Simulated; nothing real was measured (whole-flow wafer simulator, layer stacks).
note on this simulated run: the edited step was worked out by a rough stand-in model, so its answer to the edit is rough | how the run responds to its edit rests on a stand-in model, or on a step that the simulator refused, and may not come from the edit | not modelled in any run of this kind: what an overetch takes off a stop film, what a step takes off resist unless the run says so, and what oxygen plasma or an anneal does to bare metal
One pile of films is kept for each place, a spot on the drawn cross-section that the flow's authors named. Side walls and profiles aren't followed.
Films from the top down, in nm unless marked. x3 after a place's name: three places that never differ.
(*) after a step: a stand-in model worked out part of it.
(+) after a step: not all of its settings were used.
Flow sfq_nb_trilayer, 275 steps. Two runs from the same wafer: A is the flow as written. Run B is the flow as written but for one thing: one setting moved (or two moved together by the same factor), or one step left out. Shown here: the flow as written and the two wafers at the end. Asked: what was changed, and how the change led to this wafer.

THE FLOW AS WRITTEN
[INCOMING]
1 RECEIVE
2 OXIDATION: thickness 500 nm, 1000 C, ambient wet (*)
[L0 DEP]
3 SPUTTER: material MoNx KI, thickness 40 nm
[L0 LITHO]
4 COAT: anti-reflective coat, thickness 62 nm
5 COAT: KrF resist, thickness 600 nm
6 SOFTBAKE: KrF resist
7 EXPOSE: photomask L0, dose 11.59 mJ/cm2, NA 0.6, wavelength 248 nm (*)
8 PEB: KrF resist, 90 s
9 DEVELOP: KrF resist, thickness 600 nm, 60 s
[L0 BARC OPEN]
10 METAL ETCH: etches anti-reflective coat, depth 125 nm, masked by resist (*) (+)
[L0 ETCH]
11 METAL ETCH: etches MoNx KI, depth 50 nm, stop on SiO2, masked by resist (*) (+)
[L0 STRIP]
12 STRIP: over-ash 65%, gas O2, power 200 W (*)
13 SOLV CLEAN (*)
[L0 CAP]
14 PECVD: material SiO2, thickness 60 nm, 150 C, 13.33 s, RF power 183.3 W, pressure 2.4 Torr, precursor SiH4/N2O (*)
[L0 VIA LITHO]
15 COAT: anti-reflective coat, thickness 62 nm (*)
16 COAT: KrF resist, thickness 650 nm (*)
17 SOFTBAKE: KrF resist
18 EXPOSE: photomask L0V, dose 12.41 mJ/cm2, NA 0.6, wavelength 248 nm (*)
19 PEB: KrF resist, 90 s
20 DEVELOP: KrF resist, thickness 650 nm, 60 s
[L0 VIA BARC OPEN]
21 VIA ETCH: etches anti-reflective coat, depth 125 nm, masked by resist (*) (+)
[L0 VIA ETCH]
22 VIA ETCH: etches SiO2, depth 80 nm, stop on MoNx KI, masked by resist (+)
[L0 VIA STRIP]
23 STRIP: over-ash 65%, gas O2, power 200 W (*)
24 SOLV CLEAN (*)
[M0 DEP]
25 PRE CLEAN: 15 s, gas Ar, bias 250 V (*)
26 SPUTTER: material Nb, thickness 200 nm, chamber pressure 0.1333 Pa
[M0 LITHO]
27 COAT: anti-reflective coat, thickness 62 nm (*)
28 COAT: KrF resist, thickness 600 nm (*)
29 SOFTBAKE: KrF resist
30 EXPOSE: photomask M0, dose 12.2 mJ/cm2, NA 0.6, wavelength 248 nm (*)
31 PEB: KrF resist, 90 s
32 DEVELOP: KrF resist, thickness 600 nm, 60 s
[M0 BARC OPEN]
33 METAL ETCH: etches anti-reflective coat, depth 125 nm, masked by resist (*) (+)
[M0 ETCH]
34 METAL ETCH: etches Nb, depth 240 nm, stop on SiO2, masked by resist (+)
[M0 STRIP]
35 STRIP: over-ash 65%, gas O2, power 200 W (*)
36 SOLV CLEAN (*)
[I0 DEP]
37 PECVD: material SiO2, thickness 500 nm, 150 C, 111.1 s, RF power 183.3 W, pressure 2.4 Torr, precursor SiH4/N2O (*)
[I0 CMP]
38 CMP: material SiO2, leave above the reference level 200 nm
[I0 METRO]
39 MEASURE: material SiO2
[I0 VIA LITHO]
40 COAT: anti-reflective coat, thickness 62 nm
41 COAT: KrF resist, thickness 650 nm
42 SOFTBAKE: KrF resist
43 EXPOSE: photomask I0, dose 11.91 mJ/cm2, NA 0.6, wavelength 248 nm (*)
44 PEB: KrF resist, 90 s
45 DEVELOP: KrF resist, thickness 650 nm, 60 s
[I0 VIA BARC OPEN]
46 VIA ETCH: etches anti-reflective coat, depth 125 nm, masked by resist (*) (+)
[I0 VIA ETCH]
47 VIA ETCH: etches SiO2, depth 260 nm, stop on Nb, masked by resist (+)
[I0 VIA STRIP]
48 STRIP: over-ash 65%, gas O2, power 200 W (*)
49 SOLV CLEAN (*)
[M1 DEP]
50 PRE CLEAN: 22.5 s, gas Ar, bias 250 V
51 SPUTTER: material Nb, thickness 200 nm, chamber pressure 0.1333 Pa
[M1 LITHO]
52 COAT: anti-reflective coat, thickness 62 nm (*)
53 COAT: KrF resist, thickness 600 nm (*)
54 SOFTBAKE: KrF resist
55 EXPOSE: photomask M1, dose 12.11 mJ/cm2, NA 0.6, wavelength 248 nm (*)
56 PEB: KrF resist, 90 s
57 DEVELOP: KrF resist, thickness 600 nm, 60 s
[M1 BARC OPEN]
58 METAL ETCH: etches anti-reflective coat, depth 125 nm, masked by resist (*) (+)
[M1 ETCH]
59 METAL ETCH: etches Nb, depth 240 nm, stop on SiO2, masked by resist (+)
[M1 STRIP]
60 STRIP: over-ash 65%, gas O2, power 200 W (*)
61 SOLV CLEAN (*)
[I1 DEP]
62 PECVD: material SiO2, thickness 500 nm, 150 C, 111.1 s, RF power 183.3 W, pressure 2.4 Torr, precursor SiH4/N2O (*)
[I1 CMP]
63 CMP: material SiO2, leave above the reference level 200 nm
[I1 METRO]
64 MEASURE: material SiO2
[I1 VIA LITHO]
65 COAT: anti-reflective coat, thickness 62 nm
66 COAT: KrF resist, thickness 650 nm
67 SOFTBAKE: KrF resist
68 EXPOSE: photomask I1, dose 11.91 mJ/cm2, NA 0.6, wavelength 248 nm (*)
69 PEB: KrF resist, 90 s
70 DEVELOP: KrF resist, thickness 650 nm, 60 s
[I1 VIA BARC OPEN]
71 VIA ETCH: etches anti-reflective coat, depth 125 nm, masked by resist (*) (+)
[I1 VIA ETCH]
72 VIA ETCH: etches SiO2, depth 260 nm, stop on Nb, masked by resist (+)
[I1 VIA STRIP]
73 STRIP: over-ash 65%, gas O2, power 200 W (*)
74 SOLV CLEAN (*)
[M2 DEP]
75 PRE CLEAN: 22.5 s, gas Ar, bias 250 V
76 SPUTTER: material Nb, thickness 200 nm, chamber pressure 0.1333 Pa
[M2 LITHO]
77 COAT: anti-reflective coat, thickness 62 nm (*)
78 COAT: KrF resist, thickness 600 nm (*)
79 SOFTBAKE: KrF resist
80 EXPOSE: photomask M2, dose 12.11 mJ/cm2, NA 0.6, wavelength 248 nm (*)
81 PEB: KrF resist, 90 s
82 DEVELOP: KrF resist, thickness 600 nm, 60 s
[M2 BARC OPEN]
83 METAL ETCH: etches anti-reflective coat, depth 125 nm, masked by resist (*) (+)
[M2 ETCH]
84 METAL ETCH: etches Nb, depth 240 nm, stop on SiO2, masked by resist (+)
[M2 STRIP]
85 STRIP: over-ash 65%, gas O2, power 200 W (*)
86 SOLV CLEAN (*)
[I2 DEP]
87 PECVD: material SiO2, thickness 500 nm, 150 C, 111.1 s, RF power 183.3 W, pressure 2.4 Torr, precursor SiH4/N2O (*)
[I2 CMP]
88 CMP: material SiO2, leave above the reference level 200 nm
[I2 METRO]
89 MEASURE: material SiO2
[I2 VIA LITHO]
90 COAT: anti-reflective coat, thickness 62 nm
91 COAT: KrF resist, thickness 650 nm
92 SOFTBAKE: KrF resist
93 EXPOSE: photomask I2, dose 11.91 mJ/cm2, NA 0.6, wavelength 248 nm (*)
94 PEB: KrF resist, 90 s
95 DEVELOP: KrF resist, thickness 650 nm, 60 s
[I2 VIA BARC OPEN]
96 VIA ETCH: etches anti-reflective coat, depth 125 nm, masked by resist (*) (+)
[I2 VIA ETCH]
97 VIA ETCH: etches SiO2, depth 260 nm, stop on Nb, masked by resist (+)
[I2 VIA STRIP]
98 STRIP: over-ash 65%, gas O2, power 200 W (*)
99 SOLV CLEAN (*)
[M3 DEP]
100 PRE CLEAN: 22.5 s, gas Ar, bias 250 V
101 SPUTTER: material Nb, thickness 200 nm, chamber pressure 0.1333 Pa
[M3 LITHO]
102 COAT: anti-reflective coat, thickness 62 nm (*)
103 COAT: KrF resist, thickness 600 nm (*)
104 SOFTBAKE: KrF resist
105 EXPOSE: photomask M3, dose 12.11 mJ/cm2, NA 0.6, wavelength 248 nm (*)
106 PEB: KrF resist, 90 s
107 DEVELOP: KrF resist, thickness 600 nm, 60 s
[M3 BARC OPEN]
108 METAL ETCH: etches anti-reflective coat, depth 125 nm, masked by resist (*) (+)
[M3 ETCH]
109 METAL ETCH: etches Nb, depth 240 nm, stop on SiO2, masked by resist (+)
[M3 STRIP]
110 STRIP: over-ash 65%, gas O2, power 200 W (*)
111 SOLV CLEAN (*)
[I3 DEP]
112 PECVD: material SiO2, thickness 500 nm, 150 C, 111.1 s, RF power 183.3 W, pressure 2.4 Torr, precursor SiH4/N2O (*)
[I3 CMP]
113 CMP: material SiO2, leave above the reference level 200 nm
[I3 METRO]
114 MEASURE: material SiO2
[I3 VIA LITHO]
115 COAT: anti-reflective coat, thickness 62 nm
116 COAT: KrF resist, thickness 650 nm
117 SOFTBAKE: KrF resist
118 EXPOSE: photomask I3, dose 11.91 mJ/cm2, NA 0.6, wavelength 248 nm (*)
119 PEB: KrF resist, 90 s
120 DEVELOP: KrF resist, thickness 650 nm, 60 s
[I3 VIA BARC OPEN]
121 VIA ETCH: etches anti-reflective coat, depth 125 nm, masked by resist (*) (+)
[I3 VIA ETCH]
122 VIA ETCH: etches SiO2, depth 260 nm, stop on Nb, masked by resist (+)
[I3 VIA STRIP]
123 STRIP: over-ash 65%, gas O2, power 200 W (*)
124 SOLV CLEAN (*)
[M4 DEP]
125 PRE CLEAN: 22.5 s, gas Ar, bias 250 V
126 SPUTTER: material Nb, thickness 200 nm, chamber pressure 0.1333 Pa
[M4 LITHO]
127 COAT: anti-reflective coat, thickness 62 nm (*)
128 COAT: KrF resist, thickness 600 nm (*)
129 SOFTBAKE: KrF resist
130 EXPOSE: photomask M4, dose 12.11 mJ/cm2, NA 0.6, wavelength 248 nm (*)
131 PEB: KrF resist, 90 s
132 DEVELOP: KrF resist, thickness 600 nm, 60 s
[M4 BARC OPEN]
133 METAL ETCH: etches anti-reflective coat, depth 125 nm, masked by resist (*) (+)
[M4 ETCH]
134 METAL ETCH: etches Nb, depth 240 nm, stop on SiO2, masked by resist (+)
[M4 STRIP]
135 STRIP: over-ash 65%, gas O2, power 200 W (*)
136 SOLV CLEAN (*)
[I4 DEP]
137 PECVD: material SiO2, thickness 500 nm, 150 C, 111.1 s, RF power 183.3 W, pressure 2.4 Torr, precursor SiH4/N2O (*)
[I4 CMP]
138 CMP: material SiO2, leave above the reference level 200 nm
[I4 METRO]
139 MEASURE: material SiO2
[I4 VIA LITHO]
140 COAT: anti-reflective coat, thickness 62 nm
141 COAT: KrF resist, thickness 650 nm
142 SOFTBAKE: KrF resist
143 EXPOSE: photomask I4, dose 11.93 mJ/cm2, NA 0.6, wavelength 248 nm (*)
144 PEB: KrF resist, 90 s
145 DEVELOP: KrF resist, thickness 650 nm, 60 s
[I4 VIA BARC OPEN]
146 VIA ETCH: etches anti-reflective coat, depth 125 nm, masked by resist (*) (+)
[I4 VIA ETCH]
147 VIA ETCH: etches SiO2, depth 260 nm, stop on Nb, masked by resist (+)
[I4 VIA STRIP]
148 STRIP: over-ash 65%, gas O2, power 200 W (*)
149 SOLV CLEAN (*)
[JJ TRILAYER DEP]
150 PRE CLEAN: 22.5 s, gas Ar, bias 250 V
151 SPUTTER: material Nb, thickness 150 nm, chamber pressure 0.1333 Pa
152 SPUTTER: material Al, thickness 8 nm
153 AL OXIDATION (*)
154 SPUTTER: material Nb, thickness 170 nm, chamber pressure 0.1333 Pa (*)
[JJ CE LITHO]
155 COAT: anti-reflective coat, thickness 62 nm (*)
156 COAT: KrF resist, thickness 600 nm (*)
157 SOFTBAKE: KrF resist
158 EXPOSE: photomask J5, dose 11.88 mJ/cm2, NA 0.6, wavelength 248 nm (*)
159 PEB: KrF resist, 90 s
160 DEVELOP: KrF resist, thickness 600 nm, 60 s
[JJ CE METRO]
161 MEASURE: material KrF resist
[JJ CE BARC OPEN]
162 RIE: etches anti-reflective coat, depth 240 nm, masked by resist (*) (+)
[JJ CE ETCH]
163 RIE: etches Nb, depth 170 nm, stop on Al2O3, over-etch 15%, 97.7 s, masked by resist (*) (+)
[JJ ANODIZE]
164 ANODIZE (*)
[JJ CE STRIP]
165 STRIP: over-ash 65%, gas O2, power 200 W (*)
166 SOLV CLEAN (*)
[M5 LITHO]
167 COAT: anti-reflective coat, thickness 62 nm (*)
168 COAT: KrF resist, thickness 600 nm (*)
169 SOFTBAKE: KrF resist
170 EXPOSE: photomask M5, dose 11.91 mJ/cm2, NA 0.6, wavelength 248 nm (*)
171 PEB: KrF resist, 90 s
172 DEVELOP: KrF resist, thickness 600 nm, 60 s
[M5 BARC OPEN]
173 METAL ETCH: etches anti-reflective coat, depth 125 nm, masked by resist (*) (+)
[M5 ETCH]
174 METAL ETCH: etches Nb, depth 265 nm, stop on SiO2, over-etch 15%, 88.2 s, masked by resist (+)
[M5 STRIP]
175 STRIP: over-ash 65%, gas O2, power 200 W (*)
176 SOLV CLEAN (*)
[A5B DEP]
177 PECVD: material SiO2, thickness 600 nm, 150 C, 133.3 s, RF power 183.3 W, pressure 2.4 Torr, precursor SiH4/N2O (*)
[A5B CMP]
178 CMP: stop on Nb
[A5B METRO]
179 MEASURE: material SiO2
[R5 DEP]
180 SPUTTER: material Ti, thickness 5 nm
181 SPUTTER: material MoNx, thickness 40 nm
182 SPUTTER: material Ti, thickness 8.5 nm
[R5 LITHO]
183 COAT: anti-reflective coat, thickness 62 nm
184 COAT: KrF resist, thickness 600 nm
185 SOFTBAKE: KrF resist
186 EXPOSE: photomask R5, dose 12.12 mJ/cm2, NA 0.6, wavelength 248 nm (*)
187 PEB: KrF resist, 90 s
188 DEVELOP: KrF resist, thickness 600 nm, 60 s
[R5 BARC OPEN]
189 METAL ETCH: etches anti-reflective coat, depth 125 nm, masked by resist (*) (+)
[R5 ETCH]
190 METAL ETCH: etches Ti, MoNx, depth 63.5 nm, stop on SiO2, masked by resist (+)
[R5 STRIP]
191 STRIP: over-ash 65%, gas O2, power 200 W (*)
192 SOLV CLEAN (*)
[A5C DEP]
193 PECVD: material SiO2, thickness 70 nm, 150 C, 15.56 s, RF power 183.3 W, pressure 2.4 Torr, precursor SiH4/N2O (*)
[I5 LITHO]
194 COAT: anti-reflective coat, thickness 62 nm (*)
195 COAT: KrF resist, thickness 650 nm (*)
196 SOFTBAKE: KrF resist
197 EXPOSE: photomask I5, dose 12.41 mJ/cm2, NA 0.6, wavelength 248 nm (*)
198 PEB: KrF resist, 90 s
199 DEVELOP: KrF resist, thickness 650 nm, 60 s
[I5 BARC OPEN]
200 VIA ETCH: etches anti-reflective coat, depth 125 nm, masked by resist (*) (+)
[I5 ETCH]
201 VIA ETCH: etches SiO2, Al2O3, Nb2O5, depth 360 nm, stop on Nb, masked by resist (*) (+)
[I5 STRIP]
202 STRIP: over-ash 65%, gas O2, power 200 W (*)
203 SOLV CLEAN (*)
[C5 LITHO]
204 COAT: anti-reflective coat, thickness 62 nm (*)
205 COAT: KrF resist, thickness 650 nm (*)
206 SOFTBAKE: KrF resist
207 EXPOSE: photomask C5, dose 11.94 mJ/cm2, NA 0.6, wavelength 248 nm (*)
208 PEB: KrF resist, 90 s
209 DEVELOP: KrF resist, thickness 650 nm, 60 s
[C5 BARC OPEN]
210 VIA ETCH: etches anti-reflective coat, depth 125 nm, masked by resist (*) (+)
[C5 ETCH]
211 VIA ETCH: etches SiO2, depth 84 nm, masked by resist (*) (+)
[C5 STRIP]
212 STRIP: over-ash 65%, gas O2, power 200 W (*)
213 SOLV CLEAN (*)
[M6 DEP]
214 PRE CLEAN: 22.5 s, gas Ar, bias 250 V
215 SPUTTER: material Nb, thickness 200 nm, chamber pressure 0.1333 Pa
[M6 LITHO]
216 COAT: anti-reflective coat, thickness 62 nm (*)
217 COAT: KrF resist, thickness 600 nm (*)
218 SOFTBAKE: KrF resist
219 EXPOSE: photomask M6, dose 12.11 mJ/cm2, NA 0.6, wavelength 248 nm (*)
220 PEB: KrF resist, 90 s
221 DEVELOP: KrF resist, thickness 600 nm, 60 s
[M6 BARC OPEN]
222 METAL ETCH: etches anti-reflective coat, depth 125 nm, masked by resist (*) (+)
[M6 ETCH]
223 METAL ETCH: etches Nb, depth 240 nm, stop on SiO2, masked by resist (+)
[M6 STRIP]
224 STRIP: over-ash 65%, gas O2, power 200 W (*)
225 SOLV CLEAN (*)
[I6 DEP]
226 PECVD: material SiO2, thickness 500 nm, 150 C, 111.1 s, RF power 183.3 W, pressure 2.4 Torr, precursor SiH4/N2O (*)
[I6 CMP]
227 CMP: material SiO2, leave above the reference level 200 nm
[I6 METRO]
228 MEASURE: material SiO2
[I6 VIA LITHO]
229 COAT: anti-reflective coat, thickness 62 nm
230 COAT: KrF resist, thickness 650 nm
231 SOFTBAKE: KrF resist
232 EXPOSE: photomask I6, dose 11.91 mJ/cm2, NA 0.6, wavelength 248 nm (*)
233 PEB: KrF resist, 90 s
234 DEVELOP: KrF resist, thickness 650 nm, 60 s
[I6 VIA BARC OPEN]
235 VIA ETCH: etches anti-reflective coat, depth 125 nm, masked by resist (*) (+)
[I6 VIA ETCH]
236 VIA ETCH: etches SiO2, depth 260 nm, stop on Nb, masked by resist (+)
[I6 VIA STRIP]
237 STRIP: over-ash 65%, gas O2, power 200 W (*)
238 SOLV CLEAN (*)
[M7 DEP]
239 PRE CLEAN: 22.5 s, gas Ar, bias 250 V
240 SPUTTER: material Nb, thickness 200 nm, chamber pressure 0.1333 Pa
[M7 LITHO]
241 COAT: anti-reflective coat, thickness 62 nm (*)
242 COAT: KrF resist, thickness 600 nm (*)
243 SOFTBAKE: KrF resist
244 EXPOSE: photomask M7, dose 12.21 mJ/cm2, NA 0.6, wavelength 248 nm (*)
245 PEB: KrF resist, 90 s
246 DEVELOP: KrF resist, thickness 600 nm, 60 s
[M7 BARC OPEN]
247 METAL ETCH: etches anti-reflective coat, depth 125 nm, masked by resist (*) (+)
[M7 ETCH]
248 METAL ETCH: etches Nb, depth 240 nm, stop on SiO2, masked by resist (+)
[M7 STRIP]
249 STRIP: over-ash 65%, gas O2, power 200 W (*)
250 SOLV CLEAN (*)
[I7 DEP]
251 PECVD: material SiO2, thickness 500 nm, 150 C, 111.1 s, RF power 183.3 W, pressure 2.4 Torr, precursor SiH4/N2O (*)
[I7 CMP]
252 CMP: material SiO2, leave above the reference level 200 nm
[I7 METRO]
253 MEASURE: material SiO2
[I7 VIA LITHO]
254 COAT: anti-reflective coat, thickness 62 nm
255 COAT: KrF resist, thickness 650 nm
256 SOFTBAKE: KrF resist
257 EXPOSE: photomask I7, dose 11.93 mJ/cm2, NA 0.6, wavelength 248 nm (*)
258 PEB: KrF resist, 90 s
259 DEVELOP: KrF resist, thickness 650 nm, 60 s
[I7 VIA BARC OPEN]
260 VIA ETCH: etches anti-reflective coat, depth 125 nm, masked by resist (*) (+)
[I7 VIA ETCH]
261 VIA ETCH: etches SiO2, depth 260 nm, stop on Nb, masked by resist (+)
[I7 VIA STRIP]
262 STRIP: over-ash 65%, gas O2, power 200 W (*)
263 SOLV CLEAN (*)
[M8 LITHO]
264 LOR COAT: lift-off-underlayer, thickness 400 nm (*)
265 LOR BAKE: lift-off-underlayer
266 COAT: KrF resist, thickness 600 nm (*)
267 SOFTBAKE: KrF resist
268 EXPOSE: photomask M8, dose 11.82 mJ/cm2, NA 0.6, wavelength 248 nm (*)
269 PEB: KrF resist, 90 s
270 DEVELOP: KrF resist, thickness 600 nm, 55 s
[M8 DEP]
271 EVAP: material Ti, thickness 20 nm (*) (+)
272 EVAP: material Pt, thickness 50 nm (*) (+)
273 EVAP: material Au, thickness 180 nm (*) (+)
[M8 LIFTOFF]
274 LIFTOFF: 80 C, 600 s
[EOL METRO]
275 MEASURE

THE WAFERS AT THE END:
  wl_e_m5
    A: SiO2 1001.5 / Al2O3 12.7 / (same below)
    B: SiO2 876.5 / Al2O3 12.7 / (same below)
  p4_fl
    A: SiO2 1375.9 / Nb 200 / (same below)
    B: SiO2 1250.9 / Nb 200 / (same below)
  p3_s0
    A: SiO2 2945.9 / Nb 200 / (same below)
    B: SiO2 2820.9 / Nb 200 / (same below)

The cause: step 251, PECVD: thickness 275 nm was run, where the flow has thickness 500 nm; step 251, PECVD: 61.11 s was run, where the flow has 111.1 s.

How the change led to this, step by step:
  251 PECVD: material SiO2, thickness 500 nm, 150 C, 111.1 s, RF power 183.3 W, pressure 2.4 Torr, precursor SiH4/N2O (*)
      field_l, p4_fl, p4_fm and 56 more: A SiO2 +500 | B SiO2 +275
      v_sur, via_wl, via_w and 37 more: A SiO2 +500 (new film) | B SiO2 +275 (new film)
      (and at 7 more places)
  252 CMP: material SiO2, leave above the reference level 200 nm
      field_l, p4_fl, p4_fm and 56 more: A SiO2 -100 | B nothing
      field_r, lsp_l: A SiO2 -77.7 | B nothing
      (and at 45 more places)
  254 COAT: anti-reflective coat, thickness 62 nm
      jj_sur, ce_l, c5j, ce_r, sp_r, be_r: A anti-reflective coat +62 (new film) | B anti-reflective coat +56.3 (new film)
      p3_l2, p3_s2, p3_s5, p3_l6: A anti-reflective coat +62 (new film) | B anti-reflective coat +63.6 (new film)
      (and at 84 more places)
  255 COAT: KrF resist, thickness 650 nm
      ce_l, sp_r, wl_f_m6: A KrF resist +650 (new film) | B KrF resist +627.1 (new film)
      wl_d_sl, m0r_line_l, m6r_line_l: A KrF resist +650 (new film) | B KrF resist +674.9 (new film)
      (and at 68 more places)
  259 DEVELOP: KrF resist, thickness 650 nm, 60 s
      via_wl: A KrF resist -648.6 (all of it) | B KrF resist -605.3 (all of it)
      via_w: A KrF resist -648.6 (all of it) | B KrF resist -612 (all of it)
      (and at 1 more place)
  260 VIA ETCH: etches anti-reflective coat, depth 125 nm, masked by resist (*) (+)
      field_l, v_sur, via_sp and 100 more: A KrF resist -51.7 | B KrF resist -45.4
      via_wl: A anti-reflective coat -62 (all of it), SiO2 -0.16 | B anti-reflective coat -54.3 (all of it), SiO2 -0.14
      (and at 2 more places)
  262 STRIP: over-ash 65%, gas O2, power 200 W (*)
      p3_s3, p3_l4, p3_s4: A KrF resist -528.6 (all of it), anti-reflective coat -62 (all of it) | B KrF resist -539 (all of it), anti-reflective coat -63.4 (all of it)
      ce_l, sp_r: A KrF resist -528.6 (all of it), anti-reflective coat -62 (all of it) | B KrF resist -512.1 (all of it), anti-reflective coat -56.3 (all of it)
      (and at 92 more places)
  264 LOR COAT: lift-off-underlayer, thickness 400 nm (*)
      c5j, ce_r: A lift-off-underlayer +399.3 (new film) | B lift-off-underlayer +379.1 (new film)
      p4_fm, m8r_gap_c: A lift-off-underlayer +400 (new film) | B lift-off-underlayer +416.6 (new film)
      (and at 85 more places)
  266 COAT: KrF resist, thickness 600 nm (*)
      c5j, ce_r: A KrF resist +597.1 (new film) | B KrF resist +582.6 (new film)
      wl_d_m1, wl_d_sr: A KrF resist +600 (new film) | B KrF resist +620.7 (new film)
      (and at 35 more places)
  270 DEVELOP: KrF resist, thickness 600 nm, 55 s
      field_l: A KrF resist -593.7 (all of it), lift-off-underlayer -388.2 (all of it) | B KrF resist -607.1 (all of it), lift-off-underlayer -431.7 (all of it)
      v_sur: A KrF resist -607.3 (all of it), lift-off-underlayer -369.4 (all of it) | B KrF resist -592.8 (all of it), lift-off-underlayer -324.2 (all of it)
      (and at 9 more places)
  274 LIFTOFF: 80 C, 600 s
      c5j, ce_r: A Au -180 (all of it), Pt -50 (all of it), Ti -20 (all of it), KrF resist -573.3 (all of it), lift-off-underlayer -399.3 (all of it) | B Au -180 (all of it), Pt -50 (all of it), Ti -20 (all of it), KrF resist -558.8 (all of it), lift-off-underlayer -379.1 (all of it)
      wl_j_sl, wl_jj: A Au -180 (all of it), Pt -50 (all of it), Ti -20 (all of it), KrF resist -576.2 (all of it), lift-off-underlayer -400 (all of it) | B Au -180 (all of it), Pt -50 (all of it), Ti -20 (all of it), KrF resist -566.3 (all of it), lift-off-underlayer -390.6 (all of it)
      (and at 74 more places)
